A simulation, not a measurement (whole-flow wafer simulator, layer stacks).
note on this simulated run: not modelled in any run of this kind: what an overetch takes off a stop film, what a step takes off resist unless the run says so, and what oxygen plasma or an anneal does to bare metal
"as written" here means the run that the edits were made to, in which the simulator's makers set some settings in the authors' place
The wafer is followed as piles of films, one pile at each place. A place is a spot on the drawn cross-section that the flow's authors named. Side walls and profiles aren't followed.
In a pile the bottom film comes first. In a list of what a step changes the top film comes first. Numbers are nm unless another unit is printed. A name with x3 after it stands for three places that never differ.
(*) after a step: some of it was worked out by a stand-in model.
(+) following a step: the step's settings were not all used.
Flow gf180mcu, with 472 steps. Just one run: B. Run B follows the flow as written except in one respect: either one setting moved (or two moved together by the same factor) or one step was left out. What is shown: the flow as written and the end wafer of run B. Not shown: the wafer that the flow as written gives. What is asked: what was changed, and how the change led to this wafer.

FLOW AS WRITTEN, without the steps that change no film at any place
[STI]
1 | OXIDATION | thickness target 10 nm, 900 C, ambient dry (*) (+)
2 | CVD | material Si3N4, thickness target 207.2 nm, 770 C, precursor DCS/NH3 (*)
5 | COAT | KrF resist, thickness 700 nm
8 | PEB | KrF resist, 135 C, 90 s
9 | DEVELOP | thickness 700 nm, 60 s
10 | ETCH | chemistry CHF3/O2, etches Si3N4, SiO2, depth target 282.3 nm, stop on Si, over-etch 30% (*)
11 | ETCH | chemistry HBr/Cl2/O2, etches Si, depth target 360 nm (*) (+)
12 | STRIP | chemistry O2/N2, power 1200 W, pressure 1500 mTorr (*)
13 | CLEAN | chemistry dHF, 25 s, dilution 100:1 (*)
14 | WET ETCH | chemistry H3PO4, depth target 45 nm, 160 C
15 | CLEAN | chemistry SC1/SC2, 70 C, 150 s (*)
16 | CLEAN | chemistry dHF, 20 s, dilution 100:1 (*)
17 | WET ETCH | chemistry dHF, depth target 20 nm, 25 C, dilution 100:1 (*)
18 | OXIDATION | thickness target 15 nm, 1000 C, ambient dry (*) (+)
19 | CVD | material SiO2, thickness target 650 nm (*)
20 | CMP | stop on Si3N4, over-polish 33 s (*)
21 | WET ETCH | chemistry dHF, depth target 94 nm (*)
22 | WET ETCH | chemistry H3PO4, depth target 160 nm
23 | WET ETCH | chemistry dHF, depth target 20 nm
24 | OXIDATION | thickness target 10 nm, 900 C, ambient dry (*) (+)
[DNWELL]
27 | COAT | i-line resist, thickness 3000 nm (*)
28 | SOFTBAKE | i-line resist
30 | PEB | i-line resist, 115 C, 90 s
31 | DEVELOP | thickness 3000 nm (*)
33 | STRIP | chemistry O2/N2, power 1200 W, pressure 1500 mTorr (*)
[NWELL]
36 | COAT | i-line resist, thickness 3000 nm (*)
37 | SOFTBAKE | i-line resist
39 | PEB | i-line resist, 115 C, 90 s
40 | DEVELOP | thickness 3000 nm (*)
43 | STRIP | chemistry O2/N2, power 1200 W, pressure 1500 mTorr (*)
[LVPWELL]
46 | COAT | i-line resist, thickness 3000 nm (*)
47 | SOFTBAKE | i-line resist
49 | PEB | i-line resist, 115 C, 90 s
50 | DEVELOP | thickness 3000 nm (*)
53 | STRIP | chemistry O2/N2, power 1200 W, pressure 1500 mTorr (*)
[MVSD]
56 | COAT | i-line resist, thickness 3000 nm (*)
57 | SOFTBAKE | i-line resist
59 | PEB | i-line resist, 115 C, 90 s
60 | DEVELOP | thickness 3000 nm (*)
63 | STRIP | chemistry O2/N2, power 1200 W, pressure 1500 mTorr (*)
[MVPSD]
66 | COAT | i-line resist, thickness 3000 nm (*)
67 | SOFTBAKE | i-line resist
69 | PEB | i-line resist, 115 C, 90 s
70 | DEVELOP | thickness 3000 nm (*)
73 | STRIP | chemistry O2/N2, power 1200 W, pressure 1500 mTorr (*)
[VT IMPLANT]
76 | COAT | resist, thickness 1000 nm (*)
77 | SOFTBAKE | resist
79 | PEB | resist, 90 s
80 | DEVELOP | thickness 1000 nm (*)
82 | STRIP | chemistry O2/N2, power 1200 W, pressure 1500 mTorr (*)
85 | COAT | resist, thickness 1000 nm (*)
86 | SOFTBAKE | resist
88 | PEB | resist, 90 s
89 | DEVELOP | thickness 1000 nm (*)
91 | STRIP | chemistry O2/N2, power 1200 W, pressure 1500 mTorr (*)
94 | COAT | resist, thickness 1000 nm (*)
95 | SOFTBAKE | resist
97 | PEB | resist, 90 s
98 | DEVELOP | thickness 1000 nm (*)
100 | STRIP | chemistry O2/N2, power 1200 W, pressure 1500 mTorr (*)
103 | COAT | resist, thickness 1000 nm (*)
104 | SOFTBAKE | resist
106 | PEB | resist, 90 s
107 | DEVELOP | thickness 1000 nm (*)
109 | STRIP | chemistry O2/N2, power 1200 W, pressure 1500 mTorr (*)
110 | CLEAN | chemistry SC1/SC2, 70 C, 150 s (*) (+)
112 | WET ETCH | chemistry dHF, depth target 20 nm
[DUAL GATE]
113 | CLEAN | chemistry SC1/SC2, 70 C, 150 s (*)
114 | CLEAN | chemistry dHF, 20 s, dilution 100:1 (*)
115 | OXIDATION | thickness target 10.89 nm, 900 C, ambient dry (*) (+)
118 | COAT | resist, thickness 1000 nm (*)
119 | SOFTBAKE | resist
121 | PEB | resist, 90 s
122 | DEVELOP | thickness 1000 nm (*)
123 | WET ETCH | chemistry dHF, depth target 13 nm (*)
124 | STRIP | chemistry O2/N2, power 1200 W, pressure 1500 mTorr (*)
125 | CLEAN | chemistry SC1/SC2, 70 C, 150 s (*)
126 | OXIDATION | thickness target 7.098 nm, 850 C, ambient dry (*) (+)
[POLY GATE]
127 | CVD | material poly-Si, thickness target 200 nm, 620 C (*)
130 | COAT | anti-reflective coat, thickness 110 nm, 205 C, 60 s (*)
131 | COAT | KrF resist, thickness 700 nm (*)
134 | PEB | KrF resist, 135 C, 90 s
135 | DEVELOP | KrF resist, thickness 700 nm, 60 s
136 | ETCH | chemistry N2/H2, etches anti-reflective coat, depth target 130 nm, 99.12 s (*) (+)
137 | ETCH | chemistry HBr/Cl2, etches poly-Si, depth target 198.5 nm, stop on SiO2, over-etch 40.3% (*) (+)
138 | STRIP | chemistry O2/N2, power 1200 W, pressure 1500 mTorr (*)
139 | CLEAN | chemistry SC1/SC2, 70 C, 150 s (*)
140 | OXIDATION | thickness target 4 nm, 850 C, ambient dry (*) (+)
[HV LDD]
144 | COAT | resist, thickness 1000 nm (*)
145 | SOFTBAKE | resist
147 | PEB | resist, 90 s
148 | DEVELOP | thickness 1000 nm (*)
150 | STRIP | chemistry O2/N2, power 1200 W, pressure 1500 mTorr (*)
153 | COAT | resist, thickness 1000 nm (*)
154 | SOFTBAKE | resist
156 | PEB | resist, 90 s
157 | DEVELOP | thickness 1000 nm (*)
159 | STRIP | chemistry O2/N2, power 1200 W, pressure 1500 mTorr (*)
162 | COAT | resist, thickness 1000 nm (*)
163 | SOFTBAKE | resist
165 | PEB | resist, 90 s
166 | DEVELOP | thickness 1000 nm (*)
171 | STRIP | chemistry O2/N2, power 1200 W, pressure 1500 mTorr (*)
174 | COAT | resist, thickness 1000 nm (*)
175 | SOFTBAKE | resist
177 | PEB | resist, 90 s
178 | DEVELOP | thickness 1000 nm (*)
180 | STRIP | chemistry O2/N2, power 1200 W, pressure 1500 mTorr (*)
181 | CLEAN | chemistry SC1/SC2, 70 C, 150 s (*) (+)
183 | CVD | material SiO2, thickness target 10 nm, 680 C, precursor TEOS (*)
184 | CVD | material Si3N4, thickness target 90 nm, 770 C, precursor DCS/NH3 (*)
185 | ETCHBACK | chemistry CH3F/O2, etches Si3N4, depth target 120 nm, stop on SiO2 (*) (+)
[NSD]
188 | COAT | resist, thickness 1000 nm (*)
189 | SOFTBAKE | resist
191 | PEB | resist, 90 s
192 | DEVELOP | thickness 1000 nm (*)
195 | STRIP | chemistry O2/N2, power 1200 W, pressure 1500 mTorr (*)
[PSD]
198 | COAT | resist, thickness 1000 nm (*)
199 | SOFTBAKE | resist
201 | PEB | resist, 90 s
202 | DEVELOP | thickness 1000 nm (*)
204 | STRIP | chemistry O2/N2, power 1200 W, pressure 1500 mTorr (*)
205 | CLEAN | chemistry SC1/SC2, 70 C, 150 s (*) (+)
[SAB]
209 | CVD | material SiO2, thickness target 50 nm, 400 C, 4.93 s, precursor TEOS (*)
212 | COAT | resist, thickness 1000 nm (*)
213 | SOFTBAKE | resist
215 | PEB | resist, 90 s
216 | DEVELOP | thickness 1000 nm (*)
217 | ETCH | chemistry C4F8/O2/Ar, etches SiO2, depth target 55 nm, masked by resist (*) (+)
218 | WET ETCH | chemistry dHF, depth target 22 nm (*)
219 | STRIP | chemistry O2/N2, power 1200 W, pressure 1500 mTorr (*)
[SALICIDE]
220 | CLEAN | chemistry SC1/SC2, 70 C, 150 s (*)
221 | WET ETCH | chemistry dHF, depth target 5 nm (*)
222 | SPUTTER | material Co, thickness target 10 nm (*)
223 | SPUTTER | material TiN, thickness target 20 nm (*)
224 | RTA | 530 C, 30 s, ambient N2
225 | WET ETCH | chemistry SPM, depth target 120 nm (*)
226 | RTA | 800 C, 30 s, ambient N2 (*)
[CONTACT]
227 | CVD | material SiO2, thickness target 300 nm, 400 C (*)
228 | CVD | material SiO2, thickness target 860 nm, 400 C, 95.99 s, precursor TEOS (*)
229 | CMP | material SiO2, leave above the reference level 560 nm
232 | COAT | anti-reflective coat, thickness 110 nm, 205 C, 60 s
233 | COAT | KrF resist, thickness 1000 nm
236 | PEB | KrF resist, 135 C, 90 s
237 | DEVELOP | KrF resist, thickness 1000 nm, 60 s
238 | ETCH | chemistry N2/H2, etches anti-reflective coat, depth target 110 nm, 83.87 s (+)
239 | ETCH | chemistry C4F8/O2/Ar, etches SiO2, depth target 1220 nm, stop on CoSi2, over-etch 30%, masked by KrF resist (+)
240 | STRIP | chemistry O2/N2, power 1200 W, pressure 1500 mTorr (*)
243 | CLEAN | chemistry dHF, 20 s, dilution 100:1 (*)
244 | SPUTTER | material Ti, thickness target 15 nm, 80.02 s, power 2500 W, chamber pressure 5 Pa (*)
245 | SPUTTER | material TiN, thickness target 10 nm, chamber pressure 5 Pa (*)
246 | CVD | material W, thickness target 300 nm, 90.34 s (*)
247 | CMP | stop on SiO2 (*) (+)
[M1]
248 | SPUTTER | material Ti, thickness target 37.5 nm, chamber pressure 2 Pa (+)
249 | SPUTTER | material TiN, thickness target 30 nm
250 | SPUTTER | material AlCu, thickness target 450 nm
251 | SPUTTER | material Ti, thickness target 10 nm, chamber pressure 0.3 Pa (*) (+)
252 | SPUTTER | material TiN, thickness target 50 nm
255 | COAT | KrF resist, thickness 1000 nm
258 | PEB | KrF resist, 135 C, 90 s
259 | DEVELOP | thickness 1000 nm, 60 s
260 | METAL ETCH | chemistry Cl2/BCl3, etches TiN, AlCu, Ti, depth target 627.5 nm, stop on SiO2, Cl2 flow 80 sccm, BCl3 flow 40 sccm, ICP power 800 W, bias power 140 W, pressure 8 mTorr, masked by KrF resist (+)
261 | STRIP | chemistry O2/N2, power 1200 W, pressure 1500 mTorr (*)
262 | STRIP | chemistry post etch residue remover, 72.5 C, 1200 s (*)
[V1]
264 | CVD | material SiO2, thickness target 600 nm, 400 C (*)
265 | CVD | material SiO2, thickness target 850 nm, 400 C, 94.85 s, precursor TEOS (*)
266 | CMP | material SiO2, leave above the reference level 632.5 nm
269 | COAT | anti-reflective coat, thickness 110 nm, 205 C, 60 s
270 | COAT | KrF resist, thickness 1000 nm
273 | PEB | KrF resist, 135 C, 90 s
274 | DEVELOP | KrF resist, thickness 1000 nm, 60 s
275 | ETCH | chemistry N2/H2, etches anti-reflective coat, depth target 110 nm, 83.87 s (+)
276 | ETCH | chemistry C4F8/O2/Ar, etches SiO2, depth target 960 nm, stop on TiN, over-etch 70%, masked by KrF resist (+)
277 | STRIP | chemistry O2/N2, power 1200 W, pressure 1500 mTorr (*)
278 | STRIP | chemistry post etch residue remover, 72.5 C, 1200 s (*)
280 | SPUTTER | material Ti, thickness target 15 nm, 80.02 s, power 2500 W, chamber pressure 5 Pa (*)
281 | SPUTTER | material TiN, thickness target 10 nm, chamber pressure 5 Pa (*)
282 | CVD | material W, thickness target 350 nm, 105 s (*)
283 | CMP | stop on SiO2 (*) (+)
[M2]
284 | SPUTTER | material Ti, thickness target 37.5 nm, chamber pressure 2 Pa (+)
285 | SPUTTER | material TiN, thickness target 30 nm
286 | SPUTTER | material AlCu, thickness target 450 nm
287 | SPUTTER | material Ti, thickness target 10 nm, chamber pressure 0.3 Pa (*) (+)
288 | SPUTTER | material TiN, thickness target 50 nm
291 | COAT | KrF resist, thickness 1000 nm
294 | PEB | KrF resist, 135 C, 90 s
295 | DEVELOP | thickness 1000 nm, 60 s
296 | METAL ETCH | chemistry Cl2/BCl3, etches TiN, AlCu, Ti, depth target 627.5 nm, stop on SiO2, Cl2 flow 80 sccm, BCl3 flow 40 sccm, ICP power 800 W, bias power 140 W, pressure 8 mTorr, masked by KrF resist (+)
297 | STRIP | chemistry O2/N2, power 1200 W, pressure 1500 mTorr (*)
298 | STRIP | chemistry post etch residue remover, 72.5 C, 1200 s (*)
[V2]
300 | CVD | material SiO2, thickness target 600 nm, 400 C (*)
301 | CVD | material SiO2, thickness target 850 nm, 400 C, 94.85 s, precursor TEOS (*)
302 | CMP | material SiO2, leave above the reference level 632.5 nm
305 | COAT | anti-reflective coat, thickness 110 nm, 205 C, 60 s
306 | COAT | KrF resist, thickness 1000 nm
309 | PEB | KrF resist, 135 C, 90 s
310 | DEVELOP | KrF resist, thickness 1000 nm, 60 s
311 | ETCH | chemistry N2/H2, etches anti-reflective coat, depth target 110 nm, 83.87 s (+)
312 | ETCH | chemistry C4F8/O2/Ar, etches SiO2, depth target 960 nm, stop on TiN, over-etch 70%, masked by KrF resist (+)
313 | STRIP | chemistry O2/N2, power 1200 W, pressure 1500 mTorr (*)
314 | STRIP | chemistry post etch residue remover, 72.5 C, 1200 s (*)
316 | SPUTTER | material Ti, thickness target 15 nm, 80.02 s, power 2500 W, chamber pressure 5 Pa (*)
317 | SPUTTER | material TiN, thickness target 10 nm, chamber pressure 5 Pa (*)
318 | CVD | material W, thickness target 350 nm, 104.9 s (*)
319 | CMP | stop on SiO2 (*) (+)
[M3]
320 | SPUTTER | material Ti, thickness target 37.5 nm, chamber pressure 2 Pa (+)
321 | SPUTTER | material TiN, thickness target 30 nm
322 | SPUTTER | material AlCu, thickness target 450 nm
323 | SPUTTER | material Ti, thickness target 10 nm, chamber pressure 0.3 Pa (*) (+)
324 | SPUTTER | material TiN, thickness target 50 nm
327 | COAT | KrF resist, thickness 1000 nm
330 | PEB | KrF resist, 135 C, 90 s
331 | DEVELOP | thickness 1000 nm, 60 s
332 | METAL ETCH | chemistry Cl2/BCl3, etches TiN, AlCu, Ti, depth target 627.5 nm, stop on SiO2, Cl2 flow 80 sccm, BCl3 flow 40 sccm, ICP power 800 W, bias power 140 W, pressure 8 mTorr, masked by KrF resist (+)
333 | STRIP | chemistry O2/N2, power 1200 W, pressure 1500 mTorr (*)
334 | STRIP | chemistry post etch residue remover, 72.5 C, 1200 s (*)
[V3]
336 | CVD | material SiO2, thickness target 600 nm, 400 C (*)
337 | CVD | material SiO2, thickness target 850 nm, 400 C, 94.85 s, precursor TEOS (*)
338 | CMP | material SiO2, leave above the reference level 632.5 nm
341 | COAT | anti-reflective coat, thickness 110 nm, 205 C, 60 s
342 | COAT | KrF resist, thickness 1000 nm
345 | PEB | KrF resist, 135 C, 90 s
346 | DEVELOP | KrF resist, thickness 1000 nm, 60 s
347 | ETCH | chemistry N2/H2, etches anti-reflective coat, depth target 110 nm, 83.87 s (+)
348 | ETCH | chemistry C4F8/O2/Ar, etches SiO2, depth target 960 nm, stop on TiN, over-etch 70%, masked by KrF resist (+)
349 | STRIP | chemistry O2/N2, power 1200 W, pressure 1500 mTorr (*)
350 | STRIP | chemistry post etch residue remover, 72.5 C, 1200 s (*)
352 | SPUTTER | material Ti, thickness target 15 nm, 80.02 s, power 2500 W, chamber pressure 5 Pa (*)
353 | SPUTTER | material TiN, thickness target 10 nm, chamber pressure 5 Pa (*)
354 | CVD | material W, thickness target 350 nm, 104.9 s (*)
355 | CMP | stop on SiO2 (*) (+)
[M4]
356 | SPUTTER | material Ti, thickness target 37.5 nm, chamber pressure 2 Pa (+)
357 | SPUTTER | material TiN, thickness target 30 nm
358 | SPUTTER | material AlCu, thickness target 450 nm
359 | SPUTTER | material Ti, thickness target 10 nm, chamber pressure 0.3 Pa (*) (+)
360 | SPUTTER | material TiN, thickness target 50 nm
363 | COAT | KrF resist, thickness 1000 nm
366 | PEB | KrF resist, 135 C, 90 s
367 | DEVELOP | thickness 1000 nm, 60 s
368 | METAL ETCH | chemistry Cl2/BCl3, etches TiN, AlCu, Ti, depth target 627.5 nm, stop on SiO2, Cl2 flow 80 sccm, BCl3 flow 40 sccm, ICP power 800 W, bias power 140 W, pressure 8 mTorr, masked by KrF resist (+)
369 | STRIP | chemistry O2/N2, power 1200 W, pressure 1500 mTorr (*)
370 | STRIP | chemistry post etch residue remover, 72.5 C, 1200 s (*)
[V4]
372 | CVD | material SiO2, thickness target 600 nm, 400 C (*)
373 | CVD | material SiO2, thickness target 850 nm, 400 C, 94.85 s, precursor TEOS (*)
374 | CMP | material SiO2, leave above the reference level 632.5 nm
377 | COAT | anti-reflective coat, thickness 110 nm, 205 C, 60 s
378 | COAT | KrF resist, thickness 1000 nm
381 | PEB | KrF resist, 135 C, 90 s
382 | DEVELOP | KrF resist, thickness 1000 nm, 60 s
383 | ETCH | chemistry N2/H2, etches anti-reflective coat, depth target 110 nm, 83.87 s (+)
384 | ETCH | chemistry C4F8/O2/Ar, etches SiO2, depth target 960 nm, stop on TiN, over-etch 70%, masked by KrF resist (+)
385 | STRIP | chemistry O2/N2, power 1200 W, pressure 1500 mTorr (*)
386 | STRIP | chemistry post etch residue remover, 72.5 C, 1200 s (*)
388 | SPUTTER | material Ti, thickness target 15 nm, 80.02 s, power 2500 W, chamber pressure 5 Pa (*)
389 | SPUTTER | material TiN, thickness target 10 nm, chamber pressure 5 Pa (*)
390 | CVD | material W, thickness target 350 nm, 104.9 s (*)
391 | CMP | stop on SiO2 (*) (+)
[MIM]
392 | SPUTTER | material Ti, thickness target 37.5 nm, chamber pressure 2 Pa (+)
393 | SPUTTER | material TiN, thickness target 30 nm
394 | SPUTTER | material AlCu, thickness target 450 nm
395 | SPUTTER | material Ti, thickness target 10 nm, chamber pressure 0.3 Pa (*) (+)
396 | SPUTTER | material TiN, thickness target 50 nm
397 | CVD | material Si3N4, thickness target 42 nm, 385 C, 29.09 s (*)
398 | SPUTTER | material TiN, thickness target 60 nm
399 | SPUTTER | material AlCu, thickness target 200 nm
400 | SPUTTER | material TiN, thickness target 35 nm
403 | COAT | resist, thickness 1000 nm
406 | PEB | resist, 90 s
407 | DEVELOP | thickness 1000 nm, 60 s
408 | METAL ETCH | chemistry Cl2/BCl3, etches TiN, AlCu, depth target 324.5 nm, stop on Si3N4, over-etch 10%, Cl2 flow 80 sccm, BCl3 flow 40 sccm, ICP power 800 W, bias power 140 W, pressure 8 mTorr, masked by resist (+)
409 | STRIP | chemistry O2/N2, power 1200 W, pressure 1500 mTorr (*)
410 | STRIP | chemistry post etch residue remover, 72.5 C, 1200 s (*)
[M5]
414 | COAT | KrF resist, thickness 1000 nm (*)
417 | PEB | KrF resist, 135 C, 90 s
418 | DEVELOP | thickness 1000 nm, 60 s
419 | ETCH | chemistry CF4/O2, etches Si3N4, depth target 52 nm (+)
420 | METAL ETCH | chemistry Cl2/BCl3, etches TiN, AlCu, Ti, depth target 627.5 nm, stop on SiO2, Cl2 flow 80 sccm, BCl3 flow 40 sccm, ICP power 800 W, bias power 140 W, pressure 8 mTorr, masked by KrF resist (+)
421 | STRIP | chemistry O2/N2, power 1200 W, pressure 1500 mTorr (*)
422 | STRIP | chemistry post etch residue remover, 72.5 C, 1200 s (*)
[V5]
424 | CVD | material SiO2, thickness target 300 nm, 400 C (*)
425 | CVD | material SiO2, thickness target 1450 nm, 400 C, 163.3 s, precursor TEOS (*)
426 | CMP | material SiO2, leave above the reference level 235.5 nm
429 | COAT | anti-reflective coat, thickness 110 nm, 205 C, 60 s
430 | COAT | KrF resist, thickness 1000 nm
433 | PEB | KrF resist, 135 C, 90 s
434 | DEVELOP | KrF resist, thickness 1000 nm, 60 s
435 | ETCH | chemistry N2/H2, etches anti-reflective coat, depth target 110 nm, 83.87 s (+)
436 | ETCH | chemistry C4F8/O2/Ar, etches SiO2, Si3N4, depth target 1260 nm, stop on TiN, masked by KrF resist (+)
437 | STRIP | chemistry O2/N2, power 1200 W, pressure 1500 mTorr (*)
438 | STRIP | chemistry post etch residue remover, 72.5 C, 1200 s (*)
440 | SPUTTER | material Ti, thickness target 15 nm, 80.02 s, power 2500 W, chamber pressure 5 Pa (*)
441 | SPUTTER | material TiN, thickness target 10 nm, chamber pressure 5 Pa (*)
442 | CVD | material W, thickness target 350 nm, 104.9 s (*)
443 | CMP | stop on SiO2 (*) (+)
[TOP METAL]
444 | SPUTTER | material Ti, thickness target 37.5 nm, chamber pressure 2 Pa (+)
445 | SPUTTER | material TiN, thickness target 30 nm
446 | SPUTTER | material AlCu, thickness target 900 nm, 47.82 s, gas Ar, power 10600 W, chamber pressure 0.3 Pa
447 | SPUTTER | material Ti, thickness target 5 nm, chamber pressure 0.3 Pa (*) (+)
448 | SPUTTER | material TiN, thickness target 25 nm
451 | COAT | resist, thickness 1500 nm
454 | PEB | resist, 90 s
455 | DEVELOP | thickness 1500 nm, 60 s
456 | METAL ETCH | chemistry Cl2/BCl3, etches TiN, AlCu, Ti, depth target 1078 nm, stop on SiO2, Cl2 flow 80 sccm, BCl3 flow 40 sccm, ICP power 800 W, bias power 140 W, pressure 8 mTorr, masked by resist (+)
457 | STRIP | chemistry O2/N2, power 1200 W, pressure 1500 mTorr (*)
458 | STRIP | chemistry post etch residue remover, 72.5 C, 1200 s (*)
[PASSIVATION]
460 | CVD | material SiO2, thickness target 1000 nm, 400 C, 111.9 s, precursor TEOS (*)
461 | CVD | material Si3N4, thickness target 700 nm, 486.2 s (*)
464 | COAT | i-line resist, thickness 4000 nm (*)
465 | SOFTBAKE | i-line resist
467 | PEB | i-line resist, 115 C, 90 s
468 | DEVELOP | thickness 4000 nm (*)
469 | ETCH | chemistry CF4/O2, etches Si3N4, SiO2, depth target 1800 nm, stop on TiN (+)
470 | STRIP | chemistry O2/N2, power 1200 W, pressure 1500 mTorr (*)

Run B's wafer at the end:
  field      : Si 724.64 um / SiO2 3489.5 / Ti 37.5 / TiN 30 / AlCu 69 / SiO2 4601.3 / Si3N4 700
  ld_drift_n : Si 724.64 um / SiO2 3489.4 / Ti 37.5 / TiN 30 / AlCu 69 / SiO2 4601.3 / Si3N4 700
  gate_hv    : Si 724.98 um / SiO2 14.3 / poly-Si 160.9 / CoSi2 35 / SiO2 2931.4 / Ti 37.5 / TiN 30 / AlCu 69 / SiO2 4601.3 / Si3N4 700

The reason: step 332, METAL ETCH: depth target 435.3 nm was run, whereas the flow has depth target 627.5 nm.

How this came from the change, step by step:
  332 | METAL ETCH | chemistry Cl2/BCl3, etches TiN, AlCu, Ti, depth target 627.5 nm, stop on SiO2, Cl2 flow 80 sccm, BCl3 flow 40 sccm, ICP power 800 W, bias power 140 W, pressure 8 mTorr, masked by KrF resist (+)
      field, field__w1, field__w2 and 103 more: -50 TiN (all of it), -10 Ti (all of it), -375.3 AlCu (it would be, as written: -50 TiN (all of it), -10 Ti (all of it), -450 AlCu (all of it), -30 TiN (all of it), -37.5 Ti (all of it))
      field__w8, contact, m1, m1__w1, m1_nw: -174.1 KrF resist (it would be, as written: -251 KrF resist)
  333 | STRIP | chemistry O2/N2, power 1200 W, pressure 1500 mTorr (*)
      field__w8, contact, m1, m1__w1, m1_nw: -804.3 KrF resist (all of it) (it would be, as written: -727.4 KrF resist (all of it))
  334 | STRIP | chemistry post etch residue remover, 72.5 C, 1200 s (*)
      field, field__w1, field__w2 and 103 more: -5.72 AlCu (it would be, as written: nothing)
  336 | CVD | material SiO2, thickness target 600 nm, 400 C (*)
      field, field__w1, field__w2 and 103 more: +600 SiO2 (new film) (it would be, as written: +600 SiO2)
  338 | CMP | material SiO2, leave above the reference level 632.5 nm
      field, field__w1, field__w2 and 103 more: -436.5 SiO2 (it would be, as written: -300 SiO2)
Taking metal films that touch as one body, field has 1 body; the flow as written gives 0 bodies.
Taking metal films that touch as one body, ld_drift_n has 1 body; the flow as written gives 0 bodies.
Taking metal films that touch as one body, gate_hv has 2 bodies (between them, from the top down: SiO2 2931.4); the flow as written gives 1 body.
